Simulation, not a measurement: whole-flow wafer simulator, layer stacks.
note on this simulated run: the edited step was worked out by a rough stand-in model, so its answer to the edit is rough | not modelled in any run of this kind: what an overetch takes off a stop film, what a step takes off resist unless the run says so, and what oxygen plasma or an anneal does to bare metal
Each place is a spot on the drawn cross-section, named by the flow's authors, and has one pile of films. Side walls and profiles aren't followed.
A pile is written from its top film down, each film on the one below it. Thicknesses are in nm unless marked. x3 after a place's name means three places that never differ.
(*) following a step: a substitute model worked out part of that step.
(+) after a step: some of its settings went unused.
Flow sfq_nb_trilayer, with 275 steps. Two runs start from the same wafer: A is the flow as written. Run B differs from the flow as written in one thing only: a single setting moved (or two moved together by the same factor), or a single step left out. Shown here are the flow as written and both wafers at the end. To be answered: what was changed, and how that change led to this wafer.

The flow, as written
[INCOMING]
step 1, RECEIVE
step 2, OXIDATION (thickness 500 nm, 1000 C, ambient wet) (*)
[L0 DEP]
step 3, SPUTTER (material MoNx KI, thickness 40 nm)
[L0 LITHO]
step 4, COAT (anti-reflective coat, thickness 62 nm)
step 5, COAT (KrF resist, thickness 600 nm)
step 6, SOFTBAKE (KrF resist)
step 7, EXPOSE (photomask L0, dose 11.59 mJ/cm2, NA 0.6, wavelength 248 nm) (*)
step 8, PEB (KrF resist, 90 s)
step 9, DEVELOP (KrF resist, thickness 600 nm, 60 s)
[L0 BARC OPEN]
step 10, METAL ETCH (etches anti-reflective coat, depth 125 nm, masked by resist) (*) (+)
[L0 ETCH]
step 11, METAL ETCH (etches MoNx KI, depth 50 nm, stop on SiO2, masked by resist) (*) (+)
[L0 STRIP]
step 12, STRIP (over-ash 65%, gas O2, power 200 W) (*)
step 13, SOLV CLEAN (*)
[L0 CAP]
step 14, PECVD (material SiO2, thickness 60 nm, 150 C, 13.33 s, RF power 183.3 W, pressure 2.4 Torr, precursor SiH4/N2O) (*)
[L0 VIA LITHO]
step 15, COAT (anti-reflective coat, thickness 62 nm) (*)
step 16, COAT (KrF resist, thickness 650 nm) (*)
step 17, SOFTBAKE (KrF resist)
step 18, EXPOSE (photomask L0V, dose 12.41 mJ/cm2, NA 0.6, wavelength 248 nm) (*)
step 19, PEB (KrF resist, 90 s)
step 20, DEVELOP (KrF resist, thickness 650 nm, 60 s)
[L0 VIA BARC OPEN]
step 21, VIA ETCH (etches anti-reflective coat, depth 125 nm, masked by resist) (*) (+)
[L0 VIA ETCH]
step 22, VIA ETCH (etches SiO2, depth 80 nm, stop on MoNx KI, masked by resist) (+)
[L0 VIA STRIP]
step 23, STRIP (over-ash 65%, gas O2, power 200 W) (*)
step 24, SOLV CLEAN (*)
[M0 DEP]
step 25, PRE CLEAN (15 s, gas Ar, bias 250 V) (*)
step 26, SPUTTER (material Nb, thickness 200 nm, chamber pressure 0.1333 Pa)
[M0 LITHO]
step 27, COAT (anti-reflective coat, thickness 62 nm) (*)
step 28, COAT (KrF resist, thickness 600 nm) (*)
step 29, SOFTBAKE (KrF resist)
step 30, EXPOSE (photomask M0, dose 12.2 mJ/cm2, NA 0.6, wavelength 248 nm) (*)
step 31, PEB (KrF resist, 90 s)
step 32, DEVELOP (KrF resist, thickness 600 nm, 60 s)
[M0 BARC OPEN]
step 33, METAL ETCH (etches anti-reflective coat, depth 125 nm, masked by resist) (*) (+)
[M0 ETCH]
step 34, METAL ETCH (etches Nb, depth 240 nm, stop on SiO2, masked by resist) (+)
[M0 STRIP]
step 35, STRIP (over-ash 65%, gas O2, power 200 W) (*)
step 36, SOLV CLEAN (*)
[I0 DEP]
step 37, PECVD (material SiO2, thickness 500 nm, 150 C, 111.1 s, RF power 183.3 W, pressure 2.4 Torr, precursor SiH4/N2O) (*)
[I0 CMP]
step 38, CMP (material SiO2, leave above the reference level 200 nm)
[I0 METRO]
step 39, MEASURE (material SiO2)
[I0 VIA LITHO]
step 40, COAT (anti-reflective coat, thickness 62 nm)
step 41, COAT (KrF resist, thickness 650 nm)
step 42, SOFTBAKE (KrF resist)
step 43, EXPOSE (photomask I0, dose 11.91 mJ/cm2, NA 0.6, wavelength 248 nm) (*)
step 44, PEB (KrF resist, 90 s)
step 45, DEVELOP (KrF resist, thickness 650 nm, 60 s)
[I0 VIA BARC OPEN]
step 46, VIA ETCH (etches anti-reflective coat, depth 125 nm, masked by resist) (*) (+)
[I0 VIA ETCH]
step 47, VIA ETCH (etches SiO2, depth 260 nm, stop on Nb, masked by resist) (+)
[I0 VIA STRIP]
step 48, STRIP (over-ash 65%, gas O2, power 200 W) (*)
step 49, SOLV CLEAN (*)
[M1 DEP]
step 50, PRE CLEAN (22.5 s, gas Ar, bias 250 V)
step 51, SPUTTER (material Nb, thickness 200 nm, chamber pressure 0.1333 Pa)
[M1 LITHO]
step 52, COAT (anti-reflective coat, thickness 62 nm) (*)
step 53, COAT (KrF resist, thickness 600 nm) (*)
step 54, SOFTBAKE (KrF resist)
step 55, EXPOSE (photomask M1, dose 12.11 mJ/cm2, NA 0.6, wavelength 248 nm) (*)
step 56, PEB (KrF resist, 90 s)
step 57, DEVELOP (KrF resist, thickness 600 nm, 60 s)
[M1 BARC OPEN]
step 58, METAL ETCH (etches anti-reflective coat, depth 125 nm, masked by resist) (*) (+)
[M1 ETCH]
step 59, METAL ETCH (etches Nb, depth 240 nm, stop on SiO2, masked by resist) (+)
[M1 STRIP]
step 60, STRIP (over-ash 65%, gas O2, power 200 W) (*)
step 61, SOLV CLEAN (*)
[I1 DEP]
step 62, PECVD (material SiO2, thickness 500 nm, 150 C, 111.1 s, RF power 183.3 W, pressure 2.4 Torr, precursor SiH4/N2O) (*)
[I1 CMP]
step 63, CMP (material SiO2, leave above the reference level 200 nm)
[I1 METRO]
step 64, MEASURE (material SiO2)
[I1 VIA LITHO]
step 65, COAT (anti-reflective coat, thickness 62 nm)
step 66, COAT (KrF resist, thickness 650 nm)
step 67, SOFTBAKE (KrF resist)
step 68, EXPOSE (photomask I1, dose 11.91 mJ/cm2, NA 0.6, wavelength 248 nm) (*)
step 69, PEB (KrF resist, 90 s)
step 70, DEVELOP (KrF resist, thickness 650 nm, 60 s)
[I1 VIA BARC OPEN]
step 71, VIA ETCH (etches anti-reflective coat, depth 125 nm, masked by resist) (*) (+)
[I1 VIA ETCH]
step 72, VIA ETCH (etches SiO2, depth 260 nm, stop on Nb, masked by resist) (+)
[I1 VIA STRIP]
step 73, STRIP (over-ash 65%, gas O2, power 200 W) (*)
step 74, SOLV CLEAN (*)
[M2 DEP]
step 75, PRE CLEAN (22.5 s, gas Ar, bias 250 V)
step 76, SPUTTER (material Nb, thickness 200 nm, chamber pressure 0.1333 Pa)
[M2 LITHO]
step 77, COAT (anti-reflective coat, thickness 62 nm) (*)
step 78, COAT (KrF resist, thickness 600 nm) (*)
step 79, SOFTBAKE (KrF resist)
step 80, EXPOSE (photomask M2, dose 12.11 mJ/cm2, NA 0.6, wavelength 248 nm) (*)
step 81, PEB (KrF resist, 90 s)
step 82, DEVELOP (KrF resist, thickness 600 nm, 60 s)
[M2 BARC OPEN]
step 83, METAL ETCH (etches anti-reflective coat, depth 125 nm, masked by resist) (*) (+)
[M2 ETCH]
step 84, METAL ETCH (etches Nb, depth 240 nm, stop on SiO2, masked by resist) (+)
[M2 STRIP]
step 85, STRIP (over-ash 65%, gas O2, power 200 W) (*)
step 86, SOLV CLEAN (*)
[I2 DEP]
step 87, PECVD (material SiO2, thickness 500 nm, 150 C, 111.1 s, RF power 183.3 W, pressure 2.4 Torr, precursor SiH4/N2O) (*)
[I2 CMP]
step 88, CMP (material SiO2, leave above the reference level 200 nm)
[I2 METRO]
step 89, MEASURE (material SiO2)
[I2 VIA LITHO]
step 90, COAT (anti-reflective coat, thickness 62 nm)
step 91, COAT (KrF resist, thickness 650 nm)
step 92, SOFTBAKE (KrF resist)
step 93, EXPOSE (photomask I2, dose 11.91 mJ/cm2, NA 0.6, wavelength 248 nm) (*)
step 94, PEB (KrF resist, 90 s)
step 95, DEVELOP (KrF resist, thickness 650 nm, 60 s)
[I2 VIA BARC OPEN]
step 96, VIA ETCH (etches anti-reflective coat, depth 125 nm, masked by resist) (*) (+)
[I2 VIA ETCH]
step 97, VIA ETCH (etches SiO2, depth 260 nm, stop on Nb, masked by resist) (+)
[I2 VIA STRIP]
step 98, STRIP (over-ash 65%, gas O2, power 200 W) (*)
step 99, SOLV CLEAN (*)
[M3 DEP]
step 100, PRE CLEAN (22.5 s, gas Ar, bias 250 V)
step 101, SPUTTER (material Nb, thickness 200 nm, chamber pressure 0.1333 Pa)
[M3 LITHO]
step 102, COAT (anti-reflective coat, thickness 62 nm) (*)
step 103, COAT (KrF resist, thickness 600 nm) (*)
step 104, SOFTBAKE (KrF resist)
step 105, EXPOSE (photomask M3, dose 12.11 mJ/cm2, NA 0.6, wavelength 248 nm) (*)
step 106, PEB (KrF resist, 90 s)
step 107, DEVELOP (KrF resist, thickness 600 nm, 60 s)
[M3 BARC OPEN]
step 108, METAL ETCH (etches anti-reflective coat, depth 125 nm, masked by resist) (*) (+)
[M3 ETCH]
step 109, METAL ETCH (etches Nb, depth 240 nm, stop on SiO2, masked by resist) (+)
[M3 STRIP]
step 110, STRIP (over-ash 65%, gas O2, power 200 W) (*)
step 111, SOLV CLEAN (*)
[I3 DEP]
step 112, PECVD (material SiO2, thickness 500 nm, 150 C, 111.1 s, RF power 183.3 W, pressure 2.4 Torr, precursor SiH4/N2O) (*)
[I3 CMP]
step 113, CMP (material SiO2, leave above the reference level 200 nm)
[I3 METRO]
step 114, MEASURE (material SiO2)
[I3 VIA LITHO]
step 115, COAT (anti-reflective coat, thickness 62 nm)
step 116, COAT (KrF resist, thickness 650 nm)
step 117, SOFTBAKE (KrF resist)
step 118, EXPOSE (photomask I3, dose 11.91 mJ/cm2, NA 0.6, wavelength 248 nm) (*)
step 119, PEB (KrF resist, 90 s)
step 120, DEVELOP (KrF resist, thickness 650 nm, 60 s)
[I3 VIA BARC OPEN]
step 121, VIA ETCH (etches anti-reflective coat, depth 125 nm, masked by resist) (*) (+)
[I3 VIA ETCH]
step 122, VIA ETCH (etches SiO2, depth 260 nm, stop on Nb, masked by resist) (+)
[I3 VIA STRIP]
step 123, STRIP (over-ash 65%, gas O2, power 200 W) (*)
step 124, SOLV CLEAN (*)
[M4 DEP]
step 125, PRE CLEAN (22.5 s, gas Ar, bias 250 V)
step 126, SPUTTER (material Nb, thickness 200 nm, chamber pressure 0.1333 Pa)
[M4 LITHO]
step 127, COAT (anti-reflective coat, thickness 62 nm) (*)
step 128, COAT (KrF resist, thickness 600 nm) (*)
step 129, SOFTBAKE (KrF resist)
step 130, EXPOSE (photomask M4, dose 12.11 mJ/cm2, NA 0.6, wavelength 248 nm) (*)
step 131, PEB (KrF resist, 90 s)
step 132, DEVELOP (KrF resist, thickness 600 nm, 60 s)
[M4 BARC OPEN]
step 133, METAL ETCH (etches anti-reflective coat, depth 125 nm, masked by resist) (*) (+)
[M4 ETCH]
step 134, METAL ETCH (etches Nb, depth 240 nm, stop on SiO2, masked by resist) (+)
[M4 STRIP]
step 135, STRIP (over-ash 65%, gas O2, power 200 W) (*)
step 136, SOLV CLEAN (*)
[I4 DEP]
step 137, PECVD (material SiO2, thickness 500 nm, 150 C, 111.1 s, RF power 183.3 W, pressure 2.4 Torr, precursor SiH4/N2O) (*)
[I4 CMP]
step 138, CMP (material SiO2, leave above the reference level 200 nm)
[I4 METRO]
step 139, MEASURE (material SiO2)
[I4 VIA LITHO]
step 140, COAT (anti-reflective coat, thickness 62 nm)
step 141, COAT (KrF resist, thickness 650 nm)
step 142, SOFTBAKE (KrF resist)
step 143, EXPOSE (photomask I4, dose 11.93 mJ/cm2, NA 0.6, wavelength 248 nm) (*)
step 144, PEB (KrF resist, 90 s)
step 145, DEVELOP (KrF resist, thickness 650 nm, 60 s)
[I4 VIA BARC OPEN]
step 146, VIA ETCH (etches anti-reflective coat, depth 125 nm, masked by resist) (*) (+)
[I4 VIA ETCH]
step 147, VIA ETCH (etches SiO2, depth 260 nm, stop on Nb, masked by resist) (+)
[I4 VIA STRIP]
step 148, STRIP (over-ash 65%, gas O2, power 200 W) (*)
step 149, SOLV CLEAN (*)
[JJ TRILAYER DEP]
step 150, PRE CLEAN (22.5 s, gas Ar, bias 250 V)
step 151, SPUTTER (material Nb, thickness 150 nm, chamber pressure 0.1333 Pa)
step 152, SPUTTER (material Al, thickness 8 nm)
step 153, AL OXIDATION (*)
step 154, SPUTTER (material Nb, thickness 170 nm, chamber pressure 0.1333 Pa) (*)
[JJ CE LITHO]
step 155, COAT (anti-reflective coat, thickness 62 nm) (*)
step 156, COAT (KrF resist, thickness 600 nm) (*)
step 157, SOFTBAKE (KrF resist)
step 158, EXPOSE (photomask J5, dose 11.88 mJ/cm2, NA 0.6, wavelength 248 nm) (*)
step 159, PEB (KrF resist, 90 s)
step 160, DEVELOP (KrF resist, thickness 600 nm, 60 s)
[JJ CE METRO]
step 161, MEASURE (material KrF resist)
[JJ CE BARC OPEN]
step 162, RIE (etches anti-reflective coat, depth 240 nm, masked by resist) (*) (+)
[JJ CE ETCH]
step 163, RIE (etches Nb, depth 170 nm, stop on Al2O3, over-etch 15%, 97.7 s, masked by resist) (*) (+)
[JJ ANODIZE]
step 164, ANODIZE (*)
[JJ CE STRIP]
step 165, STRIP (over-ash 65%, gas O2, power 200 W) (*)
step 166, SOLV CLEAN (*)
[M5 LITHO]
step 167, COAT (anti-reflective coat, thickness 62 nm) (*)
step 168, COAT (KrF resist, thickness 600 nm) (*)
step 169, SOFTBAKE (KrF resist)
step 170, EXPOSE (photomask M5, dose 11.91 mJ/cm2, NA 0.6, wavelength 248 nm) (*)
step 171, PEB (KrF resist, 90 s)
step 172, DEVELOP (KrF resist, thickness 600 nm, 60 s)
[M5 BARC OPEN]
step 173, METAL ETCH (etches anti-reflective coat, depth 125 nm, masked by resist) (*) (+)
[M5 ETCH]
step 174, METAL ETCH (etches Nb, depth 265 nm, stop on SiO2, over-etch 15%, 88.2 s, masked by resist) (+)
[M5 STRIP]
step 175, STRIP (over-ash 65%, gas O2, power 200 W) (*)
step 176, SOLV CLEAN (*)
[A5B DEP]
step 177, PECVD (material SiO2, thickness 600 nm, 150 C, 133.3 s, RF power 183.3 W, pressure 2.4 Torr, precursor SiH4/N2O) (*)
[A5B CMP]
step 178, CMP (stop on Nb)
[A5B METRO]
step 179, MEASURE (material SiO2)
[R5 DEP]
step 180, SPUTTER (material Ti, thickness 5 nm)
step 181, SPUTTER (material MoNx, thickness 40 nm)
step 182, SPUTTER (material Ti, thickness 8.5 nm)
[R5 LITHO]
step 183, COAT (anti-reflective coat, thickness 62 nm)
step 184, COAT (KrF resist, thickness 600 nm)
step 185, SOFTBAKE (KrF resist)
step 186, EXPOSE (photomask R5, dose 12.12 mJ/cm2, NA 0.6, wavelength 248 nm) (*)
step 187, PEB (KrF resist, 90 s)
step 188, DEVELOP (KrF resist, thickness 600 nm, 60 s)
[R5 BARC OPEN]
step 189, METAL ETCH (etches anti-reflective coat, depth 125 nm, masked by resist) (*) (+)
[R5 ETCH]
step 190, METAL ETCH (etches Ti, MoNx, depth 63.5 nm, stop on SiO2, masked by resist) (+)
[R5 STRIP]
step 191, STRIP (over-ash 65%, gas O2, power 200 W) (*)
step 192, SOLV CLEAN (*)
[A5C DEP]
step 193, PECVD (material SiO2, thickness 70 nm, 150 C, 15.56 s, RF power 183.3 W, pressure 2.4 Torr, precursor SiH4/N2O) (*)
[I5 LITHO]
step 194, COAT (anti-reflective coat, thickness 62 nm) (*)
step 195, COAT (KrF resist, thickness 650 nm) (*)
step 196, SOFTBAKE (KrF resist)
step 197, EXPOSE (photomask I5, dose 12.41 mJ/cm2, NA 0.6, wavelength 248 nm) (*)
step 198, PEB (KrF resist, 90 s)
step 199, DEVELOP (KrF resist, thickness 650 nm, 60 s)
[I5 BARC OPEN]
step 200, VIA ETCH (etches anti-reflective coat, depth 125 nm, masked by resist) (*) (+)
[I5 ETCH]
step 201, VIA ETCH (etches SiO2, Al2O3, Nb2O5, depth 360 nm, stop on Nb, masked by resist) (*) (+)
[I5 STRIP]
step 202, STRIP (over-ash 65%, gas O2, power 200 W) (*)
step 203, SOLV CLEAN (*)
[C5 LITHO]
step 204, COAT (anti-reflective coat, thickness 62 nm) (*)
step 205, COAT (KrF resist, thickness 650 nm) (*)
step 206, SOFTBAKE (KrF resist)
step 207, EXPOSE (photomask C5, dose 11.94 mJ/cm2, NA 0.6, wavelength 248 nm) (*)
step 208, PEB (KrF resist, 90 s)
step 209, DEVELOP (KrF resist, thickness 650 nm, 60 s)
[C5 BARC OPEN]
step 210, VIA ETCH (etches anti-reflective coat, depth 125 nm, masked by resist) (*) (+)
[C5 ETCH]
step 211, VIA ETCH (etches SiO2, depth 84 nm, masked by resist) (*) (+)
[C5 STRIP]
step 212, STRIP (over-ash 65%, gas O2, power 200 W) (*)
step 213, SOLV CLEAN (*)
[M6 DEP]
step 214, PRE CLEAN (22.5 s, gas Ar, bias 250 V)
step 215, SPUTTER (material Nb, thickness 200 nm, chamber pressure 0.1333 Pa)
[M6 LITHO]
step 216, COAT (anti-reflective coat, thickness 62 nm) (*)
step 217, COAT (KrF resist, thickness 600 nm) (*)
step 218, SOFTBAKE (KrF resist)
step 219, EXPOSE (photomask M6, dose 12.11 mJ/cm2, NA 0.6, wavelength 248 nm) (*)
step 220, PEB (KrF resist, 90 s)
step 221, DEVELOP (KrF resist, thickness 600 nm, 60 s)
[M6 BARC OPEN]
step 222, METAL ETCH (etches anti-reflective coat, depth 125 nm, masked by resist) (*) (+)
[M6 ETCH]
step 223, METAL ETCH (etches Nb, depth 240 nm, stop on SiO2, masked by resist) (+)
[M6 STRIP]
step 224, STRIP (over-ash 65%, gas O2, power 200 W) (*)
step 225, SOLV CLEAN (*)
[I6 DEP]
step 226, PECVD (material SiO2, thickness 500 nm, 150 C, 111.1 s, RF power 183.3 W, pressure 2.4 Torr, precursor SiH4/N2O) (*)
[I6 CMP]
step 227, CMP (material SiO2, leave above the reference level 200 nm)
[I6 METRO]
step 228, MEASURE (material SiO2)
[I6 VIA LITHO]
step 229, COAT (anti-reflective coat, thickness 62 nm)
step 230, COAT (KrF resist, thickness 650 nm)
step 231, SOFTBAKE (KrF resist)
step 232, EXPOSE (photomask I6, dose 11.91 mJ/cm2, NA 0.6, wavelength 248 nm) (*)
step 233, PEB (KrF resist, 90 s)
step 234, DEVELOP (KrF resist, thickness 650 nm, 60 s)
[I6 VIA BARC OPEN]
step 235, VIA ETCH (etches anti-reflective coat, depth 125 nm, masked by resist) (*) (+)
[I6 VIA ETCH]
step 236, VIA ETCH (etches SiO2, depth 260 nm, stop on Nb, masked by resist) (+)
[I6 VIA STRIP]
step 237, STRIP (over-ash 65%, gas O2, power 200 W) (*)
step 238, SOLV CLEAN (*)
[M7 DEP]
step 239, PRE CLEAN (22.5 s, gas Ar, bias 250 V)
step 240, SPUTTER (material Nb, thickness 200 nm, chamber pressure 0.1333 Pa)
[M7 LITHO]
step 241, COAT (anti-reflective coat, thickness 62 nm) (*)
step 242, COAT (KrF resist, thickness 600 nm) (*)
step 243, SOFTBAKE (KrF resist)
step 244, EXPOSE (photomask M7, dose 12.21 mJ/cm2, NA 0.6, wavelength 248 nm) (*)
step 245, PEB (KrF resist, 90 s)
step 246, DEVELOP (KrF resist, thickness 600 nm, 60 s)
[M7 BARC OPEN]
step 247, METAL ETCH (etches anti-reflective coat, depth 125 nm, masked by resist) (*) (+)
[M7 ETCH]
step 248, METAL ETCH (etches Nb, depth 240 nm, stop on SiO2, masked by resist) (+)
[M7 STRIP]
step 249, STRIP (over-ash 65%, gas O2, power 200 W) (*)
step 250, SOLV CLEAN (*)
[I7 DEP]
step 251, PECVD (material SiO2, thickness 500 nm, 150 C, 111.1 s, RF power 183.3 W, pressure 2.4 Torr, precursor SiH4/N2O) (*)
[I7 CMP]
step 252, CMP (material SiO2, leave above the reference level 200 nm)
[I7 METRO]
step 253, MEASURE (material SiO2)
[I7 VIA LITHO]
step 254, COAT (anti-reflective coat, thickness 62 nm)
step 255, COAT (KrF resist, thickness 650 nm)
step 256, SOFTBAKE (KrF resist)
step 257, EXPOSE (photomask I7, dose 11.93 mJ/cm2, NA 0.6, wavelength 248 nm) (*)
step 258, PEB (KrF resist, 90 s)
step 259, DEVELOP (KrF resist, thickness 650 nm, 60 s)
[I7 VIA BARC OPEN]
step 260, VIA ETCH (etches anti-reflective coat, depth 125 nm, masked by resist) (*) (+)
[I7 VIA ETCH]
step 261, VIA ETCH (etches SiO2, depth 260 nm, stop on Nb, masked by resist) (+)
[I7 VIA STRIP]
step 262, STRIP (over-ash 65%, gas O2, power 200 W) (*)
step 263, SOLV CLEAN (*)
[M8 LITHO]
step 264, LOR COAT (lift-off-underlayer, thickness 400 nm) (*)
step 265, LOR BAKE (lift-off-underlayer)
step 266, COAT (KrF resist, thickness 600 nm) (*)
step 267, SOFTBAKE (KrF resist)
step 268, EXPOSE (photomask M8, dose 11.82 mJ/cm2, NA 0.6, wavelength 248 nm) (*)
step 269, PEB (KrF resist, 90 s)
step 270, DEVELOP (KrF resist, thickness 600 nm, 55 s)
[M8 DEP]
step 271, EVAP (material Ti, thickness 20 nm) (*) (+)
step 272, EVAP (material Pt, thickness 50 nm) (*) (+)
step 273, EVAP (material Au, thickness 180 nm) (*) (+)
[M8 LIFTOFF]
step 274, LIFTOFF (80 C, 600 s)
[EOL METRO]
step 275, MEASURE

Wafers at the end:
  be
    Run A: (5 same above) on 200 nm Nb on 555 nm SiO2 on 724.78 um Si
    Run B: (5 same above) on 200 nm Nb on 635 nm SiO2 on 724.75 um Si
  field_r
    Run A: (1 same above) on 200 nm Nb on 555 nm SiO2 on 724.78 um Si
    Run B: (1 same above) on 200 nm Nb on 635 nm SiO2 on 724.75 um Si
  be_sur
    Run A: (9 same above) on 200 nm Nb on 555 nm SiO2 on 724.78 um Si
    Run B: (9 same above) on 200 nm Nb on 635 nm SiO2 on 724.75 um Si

What caused this: step 2, OXIDATION: thickness 580 nm was run, while the flow as written has thickness 500 nm.

Step by step, how the change led to this:
  step 2, OXIDATION (thickness 500 nm, 1000 C, ambient wet) (*)
      field_l, v_sur, via_wl and 103 more: A SiO2 gains 500 (new film), chemical SiO2 loses 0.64 (all of it), Si loses 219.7 | B SiO2 gains 580 (new film), chemical SiO2 loses 0.64 (all of it), Si loses 254.9
